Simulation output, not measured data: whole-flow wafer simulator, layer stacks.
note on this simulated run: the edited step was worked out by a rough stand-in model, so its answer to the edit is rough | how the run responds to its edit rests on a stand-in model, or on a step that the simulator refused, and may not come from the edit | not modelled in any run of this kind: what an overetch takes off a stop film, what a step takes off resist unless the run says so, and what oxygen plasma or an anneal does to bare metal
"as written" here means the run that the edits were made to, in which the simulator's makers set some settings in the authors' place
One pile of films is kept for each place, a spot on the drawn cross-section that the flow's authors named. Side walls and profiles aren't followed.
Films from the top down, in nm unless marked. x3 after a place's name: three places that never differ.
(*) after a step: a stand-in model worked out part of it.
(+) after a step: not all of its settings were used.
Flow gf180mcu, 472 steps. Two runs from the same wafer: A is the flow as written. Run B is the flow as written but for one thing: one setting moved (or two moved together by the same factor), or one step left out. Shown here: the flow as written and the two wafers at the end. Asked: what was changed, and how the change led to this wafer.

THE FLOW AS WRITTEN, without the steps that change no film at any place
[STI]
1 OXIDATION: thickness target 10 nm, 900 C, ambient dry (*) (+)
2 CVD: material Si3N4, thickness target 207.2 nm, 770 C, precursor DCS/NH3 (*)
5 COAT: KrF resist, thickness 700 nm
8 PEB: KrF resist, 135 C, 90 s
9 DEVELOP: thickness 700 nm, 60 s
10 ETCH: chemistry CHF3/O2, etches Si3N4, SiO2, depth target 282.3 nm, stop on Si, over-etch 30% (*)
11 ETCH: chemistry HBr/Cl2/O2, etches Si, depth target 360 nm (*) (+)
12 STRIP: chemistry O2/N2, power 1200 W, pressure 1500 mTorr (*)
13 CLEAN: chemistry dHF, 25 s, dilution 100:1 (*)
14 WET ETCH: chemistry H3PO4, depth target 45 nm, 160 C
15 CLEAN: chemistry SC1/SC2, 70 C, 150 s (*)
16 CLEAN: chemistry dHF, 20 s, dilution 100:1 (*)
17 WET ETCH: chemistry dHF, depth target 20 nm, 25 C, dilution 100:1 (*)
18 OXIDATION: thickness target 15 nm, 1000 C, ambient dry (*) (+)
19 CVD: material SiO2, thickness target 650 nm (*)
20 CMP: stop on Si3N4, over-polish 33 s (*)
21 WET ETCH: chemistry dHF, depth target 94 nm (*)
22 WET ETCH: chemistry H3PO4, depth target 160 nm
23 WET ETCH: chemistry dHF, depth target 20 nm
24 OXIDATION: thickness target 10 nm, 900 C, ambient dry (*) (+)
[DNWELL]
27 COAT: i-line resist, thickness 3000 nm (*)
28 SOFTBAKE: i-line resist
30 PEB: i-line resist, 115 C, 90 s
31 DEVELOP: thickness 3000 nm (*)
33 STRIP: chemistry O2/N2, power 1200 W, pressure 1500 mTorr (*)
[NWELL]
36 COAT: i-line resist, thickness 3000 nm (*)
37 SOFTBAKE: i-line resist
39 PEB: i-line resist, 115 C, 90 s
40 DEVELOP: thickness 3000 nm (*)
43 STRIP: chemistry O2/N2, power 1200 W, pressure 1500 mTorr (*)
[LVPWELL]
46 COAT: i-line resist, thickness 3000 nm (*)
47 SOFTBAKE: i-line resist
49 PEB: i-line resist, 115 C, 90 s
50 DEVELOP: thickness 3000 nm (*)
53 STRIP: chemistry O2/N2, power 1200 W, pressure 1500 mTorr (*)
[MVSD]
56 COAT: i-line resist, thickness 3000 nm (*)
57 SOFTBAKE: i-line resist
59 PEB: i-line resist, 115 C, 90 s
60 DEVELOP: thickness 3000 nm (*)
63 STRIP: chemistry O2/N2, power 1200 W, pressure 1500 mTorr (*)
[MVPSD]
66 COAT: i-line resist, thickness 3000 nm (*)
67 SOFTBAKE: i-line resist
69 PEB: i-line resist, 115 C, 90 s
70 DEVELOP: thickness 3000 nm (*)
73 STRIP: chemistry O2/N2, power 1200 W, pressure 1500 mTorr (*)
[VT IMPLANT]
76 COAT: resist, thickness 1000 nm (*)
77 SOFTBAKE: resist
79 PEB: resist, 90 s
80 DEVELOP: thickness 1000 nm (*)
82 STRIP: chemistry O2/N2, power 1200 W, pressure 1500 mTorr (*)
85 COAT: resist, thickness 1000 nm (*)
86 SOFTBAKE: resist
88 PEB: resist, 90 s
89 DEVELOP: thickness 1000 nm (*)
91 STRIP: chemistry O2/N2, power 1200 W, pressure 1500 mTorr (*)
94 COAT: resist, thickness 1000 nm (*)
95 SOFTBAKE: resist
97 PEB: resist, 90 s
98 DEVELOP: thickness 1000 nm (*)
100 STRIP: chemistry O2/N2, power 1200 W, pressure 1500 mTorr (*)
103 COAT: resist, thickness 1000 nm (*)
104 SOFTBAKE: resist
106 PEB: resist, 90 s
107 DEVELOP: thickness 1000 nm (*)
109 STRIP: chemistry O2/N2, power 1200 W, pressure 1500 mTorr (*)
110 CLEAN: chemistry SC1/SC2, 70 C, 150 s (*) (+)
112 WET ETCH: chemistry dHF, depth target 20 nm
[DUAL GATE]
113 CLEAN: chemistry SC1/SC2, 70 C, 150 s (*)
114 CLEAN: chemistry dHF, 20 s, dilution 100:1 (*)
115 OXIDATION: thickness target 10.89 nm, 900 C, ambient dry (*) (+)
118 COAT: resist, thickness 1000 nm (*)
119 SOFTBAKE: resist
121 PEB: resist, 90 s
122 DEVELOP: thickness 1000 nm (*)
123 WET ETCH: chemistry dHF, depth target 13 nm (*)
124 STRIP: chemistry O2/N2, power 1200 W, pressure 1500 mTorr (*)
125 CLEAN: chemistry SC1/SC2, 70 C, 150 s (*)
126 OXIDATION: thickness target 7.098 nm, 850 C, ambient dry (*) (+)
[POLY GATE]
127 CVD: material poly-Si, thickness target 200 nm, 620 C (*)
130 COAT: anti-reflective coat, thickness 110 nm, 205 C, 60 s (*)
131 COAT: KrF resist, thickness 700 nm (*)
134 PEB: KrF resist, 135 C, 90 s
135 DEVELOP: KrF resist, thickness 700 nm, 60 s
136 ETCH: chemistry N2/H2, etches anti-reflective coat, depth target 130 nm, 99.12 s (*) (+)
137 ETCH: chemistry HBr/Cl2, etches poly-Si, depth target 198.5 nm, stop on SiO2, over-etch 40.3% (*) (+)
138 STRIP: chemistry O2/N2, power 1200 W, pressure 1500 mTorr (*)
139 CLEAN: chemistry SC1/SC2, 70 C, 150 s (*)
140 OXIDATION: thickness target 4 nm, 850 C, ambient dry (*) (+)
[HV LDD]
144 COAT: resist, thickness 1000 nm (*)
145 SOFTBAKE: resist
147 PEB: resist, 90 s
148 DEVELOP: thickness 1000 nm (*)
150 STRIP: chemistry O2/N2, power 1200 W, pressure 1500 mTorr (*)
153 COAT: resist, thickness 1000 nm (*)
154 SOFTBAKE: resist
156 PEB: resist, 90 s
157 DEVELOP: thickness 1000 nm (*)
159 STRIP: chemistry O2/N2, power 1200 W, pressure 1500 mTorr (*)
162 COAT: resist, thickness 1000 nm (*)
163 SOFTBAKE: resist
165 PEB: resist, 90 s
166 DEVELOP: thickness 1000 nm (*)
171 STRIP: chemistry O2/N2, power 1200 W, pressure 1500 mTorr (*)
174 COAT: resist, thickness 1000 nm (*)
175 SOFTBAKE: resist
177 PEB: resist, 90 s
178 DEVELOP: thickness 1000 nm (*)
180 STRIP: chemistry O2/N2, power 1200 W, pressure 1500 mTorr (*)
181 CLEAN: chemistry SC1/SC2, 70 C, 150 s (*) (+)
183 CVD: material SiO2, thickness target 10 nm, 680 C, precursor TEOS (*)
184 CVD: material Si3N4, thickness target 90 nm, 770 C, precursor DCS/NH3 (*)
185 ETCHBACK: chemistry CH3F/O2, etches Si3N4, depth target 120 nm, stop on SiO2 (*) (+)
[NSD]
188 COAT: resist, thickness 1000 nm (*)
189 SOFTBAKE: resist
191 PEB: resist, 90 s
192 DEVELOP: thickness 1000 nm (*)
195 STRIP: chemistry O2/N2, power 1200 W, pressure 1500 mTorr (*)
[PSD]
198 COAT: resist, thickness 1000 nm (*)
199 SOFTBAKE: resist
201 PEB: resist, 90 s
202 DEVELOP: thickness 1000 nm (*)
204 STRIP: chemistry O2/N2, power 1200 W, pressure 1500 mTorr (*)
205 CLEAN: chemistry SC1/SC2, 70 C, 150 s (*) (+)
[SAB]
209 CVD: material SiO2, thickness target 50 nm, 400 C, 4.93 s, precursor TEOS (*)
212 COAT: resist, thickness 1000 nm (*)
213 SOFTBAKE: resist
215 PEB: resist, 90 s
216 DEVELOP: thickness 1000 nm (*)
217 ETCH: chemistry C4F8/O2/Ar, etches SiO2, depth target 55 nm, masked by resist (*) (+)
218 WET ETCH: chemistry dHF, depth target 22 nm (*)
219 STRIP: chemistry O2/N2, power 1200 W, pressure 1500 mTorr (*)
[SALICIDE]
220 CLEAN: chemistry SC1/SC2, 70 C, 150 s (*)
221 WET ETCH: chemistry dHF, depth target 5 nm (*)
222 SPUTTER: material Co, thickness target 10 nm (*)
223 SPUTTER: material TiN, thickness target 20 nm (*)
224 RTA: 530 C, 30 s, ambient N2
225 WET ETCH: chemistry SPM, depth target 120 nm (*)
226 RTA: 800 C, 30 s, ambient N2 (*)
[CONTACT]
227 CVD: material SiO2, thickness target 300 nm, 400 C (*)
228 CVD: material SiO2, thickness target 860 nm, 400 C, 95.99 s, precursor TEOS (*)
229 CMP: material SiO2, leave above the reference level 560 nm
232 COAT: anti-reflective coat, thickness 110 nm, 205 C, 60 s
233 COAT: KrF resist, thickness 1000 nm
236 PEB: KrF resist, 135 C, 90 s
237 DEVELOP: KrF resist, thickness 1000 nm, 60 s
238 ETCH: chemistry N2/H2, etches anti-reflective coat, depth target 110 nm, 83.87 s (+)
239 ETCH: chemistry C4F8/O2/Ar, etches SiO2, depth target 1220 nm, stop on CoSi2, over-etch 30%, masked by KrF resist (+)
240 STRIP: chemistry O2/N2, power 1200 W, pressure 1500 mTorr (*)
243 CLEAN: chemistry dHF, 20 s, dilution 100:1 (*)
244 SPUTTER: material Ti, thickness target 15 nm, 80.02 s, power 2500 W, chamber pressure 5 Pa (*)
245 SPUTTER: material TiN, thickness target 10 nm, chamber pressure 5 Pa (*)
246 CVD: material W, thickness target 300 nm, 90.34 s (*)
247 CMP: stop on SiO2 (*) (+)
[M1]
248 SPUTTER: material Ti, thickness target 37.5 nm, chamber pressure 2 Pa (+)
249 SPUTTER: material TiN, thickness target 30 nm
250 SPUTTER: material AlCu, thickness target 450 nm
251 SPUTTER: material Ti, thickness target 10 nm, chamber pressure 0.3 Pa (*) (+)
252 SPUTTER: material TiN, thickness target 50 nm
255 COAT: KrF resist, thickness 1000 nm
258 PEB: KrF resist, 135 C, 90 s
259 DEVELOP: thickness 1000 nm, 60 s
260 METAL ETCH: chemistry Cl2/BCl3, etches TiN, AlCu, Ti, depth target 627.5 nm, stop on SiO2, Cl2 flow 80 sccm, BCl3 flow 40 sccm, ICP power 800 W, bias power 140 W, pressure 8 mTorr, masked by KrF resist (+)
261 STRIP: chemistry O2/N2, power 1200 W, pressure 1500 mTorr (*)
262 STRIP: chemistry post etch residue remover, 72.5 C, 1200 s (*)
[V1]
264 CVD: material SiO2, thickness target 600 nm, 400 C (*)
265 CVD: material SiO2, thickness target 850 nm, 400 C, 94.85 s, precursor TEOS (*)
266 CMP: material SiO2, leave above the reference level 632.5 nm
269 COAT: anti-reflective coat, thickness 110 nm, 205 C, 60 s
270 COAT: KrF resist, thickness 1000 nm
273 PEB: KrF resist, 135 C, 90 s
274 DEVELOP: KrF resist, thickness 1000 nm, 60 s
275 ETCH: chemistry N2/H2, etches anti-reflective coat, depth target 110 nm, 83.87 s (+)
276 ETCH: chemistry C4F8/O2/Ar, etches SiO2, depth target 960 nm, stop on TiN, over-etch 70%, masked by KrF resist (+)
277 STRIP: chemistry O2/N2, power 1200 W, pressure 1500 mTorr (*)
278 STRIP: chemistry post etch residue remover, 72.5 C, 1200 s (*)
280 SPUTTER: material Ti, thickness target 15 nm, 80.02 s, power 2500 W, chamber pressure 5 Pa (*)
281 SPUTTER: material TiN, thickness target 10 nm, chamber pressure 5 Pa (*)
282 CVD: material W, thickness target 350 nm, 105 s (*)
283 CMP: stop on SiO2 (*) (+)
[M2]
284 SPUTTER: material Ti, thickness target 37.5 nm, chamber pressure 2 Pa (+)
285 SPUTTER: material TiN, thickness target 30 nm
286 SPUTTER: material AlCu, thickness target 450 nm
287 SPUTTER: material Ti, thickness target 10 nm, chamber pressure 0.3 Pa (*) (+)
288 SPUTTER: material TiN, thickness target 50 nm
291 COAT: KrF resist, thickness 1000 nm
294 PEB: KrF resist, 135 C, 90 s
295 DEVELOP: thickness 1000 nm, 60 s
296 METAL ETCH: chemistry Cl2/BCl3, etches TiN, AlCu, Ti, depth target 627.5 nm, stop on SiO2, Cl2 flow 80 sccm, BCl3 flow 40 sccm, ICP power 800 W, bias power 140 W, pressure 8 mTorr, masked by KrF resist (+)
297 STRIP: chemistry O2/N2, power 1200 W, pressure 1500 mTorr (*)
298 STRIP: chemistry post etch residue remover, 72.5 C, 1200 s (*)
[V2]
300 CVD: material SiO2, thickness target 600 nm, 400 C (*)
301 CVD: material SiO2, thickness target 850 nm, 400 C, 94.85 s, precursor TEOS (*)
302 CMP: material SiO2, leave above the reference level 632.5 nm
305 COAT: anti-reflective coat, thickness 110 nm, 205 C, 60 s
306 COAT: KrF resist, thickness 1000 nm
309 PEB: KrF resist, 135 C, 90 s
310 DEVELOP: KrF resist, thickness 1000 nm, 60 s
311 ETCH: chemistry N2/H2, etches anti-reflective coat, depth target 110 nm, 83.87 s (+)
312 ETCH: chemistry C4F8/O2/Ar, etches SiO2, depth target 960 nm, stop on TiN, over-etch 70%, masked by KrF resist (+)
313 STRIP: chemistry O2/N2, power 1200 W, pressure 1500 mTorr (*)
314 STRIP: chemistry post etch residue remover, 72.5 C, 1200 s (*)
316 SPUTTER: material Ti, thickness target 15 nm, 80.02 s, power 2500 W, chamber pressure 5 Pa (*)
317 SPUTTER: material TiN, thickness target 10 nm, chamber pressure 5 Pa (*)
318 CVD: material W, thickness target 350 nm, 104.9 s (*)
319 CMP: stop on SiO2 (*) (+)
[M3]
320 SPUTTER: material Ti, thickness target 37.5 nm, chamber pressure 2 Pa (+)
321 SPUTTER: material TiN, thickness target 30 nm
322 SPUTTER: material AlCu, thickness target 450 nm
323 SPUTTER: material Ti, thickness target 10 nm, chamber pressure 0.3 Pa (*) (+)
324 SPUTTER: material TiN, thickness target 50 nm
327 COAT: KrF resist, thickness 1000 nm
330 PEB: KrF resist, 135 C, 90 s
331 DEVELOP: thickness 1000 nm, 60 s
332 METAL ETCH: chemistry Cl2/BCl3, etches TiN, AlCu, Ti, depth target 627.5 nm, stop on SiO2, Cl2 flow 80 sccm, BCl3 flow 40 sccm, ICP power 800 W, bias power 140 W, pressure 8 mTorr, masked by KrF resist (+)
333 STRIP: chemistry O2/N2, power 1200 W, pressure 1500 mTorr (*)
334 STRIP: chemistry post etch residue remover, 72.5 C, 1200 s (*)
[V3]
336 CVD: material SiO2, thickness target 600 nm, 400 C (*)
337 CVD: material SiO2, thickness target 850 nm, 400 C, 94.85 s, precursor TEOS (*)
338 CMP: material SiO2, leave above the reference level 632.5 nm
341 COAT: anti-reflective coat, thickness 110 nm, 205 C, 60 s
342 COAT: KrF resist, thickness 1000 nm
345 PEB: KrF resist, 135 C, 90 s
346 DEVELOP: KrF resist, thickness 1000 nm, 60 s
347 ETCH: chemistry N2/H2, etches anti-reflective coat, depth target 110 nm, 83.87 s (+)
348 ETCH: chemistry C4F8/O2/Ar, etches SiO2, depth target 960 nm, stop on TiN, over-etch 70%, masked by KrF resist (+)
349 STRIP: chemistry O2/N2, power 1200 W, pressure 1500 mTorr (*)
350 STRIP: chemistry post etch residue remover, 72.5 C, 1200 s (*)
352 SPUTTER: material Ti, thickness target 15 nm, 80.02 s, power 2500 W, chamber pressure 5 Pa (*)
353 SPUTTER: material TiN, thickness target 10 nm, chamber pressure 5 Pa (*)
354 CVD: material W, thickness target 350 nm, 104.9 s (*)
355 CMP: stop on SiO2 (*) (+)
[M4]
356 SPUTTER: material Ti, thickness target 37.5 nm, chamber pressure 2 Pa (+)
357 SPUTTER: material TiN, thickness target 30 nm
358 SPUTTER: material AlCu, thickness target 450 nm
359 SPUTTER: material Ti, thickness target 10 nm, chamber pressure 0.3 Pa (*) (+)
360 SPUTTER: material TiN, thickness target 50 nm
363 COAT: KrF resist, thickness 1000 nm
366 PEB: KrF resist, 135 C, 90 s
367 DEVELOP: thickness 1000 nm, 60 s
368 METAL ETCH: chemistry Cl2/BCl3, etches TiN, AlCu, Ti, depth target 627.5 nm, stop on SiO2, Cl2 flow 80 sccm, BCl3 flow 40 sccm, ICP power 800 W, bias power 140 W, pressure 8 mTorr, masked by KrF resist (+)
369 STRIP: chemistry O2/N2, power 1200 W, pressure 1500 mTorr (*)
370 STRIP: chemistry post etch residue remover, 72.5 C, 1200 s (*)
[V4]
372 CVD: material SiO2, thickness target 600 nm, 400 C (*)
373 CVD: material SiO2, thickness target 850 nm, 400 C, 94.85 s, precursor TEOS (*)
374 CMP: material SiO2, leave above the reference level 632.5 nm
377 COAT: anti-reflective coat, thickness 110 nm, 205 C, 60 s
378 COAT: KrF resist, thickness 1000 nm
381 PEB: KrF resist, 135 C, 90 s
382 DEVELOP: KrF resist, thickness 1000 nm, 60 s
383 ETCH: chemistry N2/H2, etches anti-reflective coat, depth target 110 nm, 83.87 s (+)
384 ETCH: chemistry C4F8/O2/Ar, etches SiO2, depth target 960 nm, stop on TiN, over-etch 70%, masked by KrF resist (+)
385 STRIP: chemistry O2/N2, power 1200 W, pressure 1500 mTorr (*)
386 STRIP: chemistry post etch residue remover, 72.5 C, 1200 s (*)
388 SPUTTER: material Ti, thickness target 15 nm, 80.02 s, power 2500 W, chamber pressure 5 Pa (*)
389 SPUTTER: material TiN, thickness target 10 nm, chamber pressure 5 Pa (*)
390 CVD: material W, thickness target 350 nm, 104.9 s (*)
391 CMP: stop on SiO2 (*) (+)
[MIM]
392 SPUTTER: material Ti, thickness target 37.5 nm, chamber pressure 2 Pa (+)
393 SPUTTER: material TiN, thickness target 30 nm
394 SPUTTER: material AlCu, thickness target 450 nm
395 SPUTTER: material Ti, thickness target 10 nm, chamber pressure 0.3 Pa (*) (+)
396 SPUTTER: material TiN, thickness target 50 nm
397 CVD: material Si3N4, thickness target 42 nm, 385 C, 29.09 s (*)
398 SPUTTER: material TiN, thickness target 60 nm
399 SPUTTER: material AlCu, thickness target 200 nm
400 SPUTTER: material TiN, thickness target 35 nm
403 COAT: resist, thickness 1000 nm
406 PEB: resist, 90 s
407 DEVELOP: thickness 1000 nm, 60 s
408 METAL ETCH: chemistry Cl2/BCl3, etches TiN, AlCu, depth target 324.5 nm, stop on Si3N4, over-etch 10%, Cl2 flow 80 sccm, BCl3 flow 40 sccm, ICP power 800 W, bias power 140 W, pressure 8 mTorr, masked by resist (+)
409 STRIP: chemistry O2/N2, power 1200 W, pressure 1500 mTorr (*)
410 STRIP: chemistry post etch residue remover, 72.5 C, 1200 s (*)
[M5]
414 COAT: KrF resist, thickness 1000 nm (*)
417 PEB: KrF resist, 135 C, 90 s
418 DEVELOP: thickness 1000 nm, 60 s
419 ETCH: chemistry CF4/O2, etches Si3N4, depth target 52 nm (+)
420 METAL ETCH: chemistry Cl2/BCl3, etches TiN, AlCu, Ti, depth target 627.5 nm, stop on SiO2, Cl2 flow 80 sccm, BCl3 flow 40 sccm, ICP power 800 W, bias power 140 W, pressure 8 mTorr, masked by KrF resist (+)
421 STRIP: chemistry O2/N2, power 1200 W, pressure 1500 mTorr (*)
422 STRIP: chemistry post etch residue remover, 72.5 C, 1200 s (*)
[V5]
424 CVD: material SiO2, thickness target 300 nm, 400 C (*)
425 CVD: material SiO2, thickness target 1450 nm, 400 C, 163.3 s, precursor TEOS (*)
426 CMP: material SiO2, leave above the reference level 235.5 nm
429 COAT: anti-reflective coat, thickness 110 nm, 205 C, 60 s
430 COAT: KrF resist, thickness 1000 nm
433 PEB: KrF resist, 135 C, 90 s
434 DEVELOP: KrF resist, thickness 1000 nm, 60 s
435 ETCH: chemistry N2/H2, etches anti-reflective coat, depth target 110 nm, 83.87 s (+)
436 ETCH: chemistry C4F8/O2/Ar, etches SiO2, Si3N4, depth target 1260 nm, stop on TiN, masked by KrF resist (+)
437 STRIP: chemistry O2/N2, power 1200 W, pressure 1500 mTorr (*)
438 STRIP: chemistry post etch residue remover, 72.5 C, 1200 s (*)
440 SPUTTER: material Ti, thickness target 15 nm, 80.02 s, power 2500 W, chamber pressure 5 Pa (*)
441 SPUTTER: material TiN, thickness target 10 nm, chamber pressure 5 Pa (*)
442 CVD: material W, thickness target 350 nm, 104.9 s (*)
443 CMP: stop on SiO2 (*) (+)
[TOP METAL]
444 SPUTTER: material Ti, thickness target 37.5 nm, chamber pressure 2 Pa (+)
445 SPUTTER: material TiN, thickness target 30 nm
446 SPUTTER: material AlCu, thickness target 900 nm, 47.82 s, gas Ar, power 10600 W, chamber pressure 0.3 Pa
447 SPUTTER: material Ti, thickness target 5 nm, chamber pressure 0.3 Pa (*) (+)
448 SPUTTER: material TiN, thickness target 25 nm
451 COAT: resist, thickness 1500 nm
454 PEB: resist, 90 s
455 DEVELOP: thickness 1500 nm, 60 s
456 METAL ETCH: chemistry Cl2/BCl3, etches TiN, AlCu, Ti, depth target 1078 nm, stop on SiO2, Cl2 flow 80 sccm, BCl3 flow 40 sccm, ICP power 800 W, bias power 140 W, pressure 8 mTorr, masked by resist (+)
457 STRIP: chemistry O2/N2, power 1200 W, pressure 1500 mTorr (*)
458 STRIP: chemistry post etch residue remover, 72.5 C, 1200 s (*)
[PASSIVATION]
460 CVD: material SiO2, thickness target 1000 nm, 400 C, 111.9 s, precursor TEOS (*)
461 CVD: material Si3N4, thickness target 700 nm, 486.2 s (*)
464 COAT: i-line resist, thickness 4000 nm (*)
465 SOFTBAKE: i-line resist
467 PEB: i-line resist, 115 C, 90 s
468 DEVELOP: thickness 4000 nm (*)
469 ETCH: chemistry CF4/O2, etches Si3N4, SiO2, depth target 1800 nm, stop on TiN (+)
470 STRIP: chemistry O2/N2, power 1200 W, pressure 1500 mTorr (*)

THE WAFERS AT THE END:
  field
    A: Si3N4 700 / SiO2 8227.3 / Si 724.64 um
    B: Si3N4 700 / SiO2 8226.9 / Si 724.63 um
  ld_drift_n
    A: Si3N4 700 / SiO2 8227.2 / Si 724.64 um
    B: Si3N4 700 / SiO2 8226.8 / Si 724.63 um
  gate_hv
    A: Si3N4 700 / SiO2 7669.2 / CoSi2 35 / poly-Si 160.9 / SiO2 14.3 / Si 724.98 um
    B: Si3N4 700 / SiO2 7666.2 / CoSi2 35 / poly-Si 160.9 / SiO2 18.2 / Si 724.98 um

The cause: step 115, OXIDATION: thickness target 15.24 nm was run, where the flow has thickness target 10.89 nm.

How the change led to this, step by step:
  115 OXIDATION: thickness target 10.89 nm, 900 C, ambient dry (*) (+)
      active, n_well, p_well and 40 more: A SiO2 +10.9 (new film), Si -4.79 | B SiO2 +15.2 (new film), Si -6.71
      sti, mim_1p0, pad and 19 more: A SiO2 +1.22, Si -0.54 | B SiO2 +2.08, Si -0.91
      (and at 27 more places)
  123 WET ETCH: chemistry dHF, depth target 13 nm (*)
      active, n_well, p_well and 12 more: A SiO2 -10.9 (all of it) | B SiO2 -13
  124 STRIP: chemistry O2/N2, power 1200 W, pressure 1500 mTorr (*)
      active, n_well, p_well and 12 more: A chemical SiO2 +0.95 (new film), Si -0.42 | B nothing
  126 OXIDATION: thickness target 7.098 nm, 850 C, ambient dry (*) (+)
      active, n_well, p_well and 12 more: A SiO2 +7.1 (new film), chemical SiO2 -0.76 (all of it), Si -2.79 | B SiO2 +5.2, Si -2.29
  189 SOFTBAKE: resist
      field__w9: A resist +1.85 | B resist -1.05
      active_nat: A resist +1.71 | B resist +2.72
  199 SOFTBAKE: resist
      field__w9: A resist +1.85 | B resist -1.05
      active_nat: A resist +1.71 | B resist +2.72
  218 WET ETCH: chemistry dHF, depth target 22 nm (*)
      ldn_tap, ldn_src, ldn_drn, ldp_tap, ldp_src, ldp_drn, ldp_gr: A SiO2 -16 (all of it) | B SiO2 -19.8 (all of it)
      ld_drn_n, ld_sd_p: A SiO2 -14.8 (all of it) | B SiO2 -18.7 (all of it)
      (and at 5 more places)
